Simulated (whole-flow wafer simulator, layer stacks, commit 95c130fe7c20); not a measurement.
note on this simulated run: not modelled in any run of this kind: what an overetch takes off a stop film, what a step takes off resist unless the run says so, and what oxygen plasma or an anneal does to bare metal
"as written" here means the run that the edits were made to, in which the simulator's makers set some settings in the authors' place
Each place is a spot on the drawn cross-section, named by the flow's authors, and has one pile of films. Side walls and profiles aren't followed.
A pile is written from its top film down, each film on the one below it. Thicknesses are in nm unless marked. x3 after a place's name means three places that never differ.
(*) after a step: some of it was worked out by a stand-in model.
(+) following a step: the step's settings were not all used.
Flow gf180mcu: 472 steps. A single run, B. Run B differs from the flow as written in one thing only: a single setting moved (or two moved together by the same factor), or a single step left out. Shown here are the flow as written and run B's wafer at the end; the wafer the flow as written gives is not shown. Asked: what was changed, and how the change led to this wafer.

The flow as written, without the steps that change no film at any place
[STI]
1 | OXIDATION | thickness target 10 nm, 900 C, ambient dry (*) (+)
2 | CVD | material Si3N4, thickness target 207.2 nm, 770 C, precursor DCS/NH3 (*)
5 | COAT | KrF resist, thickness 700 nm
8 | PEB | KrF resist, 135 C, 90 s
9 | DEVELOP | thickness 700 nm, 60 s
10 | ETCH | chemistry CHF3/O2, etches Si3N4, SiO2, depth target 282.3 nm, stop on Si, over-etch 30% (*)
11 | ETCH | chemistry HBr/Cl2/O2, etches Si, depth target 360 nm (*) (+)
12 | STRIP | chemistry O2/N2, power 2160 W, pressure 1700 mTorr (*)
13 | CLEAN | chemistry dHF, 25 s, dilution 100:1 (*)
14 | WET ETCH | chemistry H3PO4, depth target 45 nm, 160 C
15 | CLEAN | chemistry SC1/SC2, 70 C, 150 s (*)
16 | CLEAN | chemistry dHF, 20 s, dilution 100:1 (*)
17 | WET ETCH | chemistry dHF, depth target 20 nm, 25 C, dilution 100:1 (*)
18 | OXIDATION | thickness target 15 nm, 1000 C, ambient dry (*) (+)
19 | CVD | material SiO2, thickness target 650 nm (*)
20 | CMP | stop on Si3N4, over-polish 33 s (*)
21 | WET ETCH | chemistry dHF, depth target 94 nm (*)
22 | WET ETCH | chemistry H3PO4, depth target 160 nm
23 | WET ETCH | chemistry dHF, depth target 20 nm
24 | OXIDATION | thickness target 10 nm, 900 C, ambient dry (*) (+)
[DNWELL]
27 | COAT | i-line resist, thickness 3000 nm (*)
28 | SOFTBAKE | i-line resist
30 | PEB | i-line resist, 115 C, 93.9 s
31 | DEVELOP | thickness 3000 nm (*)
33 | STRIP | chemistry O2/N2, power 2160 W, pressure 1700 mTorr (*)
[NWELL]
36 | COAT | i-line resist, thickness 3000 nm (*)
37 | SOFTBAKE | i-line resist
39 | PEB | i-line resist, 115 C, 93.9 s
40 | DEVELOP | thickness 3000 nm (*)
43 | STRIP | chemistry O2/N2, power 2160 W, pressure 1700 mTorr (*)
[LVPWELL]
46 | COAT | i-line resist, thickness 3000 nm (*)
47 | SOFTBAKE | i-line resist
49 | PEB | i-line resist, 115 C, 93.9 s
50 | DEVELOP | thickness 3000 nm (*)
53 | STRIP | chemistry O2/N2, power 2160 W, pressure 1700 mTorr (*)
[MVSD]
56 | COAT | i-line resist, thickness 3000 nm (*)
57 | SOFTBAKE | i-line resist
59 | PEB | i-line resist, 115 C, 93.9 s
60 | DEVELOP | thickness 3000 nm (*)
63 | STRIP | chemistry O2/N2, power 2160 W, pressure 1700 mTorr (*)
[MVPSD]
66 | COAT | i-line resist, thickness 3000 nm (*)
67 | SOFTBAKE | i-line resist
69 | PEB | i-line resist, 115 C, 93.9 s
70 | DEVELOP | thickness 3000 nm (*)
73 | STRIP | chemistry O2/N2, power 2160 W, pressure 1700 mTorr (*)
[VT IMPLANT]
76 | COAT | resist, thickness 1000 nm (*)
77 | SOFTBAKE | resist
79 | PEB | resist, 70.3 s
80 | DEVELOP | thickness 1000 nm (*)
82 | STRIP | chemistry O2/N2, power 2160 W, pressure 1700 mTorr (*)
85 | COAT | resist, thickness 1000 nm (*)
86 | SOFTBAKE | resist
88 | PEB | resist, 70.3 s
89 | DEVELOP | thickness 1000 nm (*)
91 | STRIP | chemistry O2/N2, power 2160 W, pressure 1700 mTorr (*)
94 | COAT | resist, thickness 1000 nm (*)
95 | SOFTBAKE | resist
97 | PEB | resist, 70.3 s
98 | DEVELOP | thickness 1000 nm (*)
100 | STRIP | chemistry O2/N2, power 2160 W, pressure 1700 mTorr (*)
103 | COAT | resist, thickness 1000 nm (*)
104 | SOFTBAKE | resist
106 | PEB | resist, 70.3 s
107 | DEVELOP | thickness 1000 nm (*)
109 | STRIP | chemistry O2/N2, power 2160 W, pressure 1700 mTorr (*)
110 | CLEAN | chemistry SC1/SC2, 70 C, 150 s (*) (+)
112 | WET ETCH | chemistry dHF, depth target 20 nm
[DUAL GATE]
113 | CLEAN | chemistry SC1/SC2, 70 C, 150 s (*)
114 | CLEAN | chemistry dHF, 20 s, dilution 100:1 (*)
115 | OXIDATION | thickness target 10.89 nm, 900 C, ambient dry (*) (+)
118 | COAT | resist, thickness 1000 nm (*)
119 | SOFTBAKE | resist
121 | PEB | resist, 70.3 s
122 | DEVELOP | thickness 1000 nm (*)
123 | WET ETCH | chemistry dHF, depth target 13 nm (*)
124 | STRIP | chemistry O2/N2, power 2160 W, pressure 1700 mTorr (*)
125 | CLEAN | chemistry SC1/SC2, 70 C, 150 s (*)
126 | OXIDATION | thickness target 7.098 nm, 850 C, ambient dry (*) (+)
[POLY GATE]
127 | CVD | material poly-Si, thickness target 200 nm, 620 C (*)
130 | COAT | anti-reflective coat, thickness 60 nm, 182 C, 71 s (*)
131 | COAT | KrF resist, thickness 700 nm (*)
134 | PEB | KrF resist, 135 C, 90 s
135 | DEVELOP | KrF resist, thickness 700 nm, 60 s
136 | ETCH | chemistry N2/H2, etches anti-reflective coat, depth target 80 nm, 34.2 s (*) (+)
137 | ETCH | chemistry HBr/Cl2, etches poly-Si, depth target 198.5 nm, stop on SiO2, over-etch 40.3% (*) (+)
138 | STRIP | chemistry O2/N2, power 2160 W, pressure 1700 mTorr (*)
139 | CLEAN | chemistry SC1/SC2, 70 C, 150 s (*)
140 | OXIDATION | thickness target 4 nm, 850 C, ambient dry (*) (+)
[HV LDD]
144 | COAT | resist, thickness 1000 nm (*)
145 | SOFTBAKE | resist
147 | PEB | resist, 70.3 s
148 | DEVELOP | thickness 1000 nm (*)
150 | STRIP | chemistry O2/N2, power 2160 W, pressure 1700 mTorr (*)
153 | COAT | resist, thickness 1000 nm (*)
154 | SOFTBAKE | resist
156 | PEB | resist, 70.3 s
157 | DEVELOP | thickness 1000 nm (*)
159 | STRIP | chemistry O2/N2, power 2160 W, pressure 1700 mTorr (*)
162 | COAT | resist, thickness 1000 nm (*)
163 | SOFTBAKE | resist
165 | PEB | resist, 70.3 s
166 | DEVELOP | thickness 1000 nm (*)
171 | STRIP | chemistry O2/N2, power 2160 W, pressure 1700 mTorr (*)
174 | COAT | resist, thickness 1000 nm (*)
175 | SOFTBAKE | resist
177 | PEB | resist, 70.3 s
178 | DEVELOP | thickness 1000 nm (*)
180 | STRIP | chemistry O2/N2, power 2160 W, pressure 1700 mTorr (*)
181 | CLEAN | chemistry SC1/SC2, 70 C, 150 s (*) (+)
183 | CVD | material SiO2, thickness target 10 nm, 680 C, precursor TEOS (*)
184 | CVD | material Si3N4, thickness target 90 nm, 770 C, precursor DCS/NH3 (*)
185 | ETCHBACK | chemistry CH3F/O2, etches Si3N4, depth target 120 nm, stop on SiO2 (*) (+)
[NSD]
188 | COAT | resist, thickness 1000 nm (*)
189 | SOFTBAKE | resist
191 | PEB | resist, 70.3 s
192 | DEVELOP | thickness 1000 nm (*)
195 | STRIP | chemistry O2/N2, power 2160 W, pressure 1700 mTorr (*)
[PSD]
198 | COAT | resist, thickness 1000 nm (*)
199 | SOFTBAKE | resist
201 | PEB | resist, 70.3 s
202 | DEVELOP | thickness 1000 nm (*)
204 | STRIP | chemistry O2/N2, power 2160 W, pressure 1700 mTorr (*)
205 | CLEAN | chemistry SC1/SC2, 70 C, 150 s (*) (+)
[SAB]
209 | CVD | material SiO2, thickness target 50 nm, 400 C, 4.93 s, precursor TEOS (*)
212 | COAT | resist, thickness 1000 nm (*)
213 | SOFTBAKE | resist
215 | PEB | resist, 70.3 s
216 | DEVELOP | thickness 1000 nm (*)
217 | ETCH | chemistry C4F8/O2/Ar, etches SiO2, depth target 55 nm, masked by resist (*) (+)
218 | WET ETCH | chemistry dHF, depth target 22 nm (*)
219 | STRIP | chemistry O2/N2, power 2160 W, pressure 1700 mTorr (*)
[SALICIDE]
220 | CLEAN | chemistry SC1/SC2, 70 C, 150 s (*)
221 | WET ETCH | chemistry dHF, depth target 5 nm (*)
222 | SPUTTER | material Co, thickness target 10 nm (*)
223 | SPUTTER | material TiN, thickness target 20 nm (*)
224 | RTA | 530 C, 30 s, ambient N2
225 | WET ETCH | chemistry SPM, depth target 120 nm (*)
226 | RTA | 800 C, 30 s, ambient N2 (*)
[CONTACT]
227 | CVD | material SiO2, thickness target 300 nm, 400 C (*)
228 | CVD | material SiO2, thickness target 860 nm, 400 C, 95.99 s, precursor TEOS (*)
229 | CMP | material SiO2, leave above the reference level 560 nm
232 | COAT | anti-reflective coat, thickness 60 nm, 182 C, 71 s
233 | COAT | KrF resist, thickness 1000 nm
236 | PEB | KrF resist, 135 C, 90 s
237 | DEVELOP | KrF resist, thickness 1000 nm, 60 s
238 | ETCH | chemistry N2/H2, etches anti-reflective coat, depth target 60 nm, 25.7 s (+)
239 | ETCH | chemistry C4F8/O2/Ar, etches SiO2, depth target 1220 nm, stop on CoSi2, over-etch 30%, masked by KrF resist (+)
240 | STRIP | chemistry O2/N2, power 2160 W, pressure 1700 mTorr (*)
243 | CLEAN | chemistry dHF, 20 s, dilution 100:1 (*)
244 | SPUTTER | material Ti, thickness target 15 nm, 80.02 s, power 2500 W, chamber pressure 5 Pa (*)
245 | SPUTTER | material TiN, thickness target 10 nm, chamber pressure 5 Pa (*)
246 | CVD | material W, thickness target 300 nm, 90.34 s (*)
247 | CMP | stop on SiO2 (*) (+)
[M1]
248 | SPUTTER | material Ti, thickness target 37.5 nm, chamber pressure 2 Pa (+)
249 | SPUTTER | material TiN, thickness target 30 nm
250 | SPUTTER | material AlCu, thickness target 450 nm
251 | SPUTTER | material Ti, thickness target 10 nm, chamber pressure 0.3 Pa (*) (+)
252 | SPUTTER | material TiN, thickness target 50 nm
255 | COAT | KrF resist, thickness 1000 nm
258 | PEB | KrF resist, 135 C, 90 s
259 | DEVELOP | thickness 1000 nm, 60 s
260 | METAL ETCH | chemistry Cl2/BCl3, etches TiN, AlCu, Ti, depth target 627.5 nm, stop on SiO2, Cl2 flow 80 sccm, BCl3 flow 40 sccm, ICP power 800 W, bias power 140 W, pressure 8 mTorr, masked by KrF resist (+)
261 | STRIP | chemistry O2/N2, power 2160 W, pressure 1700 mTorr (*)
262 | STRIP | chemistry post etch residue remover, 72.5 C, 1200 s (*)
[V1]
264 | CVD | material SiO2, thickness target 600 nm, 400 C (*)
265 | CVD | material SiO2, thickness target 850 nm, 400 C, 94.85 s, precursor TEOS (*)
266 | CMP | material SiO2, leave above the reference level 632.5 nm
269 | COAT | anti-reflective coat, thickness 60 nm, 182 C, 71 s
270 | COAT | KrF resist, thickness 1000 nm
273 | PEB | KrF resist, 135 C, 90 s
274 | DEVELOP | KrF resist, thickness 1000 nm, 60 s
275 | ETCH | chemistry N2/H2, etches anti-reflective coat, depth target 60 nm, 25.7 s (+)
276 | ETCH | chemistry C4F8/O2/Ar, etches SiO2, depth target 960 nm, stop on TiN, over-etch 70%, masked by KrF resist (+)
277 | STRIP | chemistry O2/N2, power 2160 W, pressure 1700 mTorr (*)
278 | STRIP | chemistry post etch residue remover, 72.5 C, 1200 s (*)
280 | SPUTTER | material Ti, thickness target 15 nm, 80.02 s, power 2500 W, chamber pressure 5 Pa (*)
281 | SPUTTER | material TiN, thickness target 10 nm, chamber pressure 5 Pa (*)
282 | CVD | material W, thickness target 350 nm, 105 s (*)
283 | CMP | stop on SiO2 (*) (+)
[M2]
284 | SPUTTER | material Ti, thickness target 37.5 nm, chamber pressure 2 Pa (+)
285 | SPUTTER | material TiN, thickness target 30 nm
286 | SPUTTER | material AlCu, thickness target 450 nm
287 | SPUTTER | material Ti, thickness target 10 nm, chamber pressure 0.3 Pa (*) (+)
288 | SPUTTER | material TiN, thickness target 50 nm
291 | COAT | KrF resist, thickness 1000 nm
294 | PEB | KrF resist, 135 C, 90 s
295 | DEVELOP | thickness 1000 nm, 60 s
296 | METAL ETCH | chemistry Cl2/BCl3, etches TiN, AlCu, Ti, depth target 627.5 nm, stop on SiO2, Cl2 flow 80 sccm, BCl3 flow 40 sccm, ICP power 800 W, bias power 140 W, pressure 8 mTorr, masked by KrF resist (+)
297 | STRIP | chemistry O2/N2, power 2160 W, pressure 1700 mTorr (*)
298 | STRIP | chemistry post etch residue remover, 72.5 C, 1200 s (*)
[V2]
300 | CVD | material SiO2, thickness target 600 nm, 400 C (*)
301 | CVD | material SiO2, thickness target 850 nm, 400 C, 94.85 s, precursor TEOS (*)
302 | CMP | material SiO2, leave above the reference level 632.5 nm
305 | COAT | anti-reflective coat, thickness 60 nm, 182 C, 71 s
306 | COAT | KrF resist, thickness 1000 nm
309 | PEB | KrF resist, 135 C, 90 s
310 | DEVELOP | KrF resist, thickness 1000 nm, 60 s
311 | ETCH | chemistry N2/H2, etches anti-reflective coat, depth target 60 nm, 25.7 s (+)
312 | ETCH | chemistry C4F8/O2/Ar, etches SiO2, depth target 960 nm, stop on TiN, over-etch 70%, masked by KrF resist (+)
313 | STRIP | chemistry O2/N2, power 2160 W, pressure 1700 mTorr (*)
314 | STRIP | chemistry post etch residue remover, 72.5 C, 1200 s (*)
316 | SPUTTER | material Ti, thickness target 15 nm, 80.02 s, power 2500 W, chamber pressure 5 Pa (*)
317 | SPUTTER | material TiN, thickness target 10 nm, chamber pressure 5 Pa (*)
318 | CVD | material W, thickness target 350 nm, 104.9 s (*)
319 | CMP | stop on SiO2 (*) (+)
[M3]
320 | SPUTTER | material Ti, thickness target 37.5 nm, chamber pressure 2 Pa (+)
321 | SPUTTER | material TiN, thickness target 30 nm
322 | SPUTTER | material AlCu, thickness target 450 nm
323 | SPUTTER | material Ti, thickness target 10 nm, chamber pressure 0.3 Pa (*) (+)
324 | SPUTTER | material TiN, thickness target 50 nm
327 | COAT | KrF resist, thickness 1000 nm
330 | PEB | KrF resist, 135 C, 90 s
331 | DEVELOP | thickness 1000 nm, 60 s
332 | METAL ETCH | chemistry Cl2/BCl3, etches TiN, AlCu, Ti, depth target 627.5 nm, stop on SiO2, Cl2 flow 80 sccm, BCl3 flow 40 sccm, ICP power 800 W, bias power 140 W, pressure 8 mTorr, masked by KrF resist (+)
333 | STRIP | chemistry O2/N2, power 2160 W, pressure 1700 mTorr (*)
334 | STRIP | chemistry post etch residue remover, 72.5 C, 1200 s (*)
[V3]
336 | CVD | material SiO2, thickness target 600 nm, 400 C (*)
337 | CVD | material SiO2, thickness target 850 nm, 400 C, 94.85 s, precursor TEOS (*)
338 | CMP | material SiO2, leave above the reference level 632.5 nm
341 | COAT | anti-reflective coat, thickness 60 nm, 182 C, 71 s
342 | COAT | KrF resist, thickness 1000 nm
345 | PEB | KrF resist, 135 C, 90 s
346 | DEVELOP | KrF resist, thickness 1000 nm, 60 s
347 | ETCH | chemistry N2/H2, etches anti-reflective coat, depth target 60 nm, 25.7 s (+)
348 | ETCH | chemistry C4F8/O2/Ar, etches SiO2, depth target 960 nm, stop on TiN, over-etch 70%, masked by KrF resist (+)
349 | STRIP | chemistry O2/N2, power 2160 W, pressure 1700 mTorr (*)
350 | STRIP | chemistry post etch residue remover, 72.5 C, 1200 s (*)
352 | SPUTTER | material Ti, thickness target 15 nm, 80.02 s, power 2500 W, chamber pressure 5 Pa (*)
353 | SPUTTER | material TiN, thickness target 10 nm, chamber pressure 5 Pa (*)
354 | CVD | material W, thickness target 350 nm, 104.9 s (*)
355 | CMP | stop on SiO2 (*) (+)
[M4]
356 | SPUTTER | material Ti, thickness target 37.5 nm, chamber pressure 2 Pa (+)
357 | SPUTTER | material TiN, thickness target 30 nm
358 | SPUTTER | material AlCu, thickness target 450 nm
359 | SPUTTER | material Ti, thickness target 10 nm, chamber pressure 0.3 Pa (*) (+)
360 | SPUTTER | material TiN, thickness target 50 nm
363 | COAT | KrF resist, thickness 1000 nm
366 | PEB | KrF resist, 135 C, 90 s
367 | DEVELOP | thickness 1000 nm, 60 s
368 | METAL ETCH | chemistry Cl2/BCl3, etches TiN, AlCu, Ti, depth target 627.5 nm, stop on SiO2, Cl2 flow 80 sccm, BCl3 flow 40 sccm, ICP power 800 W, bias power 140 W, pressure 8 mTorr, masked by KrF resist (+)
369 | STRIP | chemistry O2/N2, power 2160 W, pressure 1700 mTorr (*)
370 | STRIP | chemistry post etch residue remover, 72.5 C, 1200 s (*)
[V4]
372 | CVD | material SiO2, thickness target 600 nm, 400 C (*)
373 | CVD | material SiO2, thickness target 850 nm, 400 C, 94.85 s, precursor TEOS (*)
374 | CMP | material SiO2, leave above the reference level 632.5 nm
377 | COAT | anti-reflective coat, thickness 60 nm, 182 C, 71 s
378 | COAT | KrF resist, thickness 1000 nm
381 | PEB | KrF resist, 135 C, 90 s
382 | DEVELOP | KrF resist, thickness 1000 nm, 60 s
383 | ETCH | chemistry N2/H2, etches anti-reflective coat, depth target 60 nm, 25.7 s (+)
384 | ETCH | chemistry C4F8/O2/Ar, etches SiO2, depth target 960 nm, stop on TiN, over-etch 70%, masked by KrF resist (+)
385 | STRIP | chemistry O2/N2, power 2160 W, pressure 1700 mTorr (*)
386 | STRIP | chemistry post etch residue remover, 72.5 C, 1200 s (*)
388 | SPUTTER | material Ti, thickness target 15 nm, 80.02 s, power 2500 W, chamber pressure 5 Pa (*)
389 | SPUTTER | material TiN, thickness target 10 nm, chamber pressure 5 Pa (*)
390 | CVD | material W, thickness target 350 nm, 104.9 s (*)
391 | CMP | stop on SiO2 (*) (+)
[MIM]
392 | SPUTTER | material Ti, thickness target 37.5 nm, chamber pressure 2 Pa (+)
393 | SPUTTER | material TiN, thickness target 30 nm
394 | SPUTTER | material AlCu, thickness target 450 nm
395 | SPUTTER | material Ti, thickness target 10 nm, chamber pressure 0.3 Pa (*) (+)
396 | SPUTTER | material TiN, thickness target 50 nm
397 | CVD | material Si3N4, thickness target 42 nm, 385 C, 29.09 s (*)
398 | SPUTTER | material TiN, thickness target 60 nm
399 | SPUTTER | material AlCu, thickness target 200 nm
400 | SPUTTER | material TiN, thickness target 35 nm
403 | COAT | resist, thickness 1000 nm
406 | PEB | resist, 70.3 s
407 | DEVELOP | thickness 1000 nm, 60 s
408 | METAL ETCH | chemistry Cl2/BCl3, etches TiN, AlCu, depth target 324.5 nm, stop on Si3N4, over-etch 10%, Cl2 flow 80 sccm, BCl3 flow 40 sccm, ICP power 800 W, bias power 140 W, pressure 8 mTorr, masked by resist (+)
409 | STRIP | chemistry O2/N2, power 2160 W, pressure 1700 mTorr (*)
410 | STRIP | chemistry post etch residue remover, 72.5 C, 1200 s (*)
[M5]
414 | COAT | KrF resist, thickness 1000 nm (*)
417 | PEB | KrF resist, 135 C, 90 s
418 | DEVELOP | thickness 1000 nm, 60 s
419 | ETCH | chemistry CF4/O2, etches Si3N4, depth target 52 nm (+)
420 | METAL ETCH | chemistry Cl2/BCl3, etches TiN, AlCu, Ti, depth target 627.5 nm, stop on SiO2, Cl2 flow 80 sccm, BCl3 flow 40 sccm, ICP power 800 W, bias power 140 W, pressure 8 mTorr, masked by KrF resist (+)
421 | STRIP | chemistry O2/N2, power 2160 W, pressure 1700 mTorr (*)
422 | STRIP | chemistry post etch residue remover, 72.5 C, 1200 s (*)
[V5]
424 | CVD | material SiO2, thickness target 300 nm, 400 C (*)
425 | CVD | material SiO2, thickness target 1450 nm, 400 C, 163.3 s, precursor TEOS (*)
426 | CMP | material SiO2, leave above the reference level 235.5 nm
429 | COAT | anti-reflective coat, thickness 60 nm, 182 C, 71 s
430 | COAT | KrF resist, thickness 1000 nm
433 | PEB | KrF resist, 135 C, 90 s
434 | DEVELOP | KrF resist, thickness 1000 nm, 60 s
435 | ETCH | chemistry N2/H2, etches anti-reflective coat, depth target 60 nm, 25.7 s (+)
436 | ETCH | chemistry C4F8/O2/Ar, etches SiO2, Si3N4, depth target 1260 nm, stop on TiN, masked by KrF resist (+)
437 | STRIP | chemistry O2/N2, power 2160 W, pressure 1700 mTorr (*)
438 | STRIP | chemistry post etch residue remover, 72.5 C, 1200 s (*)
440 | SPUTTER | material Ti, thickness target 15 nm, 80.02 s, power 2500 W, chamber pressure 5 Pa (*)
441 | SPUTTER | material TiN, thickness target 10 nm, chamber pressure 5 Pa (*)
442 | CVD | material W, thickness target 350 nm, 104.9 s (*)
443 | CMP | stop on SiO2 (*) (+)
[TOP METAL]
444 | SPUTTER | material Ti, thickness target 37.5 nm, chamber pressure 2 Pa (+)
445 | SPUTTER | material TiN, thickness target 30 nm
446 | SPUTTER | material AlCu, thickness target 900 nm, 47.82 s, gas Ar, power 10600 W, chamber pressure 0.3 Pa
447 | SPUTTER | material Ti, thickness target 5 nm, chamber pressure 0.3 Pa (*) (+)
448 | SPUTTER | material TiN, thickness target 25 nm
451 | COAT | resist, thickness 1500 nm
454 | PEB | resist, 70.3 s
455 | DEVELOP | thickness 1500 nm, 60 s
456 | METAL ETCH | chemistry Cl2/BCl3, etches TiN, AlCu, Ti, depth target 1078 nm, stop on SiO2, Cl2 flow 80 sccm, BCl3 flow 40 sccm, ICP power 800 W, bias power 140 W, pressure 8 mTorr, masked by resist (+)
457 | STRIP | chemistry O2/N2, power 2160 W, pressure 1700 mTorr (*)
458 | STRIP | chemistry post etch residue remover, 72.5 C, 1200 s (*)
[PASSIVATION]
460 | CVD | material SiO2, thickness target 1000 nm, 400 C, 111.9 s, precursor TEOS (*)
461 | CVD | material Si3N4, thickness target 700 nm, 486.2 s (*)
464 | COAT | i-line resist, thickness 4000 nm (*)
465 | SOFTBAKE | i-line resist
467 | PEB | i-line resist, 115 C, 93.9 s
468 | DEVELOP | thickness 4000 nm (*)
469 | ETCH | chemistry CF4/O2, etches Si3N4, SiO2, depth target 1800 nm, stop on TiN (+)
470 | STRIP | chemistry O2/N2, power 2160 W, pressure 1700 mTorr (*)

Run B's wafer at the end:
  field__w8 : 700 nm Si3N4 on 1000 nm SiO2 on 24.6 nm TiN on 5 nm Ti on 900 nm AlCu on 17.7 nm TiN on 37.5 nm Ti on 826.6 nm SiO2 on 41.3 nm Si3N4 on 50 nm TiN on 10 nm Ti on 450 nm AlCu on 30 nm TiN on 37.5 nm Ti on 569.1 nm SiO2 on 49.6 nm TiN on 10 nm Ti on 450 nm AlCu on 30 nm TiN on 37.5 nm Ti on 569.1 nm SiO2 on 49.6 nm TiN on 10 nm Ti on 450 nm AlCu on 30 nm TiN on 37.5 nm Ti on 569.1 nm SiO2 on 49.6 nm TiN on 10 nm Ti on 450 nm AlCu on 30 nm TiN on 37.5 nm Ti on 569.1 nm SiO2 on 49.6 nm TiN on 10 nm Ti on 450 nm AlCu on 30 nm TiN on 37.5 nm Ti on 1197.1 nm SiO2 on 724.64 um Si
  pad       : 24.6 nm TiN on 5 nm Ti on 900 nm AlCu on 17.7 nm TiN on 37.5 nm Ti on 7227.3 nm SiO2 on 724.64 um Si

The reason: step 445, SPUTTER: thickness target 17.7 nm was run, though the flow has thickness target 30 nm.
The wafer itself shows it: field__w8 has TiN 17.7, and step 445 as written asks for 30 nm.

Step by step, how the change led to this:
  445 | SPUTTER | material TiN, thickness target 30 nm
      field, field__w1, field__w2 and 109 more: TiN gains 17.7 (new film) (it would be, as written: TiN gains 30 (new film))
  456 | METAL ETCH | chemistry Cl2/BCl3, etches TiN, AlCu, Ti, depth target 1078 nm, stop on SiO2, Cl2 flow 80 sccm, BCl3 flow 40 sccm, ICP power 800 W, bias power 140 W, pressure 8 mTorr, masked by resist (+)
      field, field__w1, field__w2 and 103 more: TiN loses 25 (all of it), Ti loses 5 (all of it), AlCu loses 900 (all of it), TiN loses 17.7 (all of it), Ti loses 37.5 (all of it) (it would be, as written: TiN loses 25 (all of it), Ti loses 5 (all of it), AlCu loses 900 (all of it), TiN loses 30 (all of it), Ti loses 37.5 (all of it))
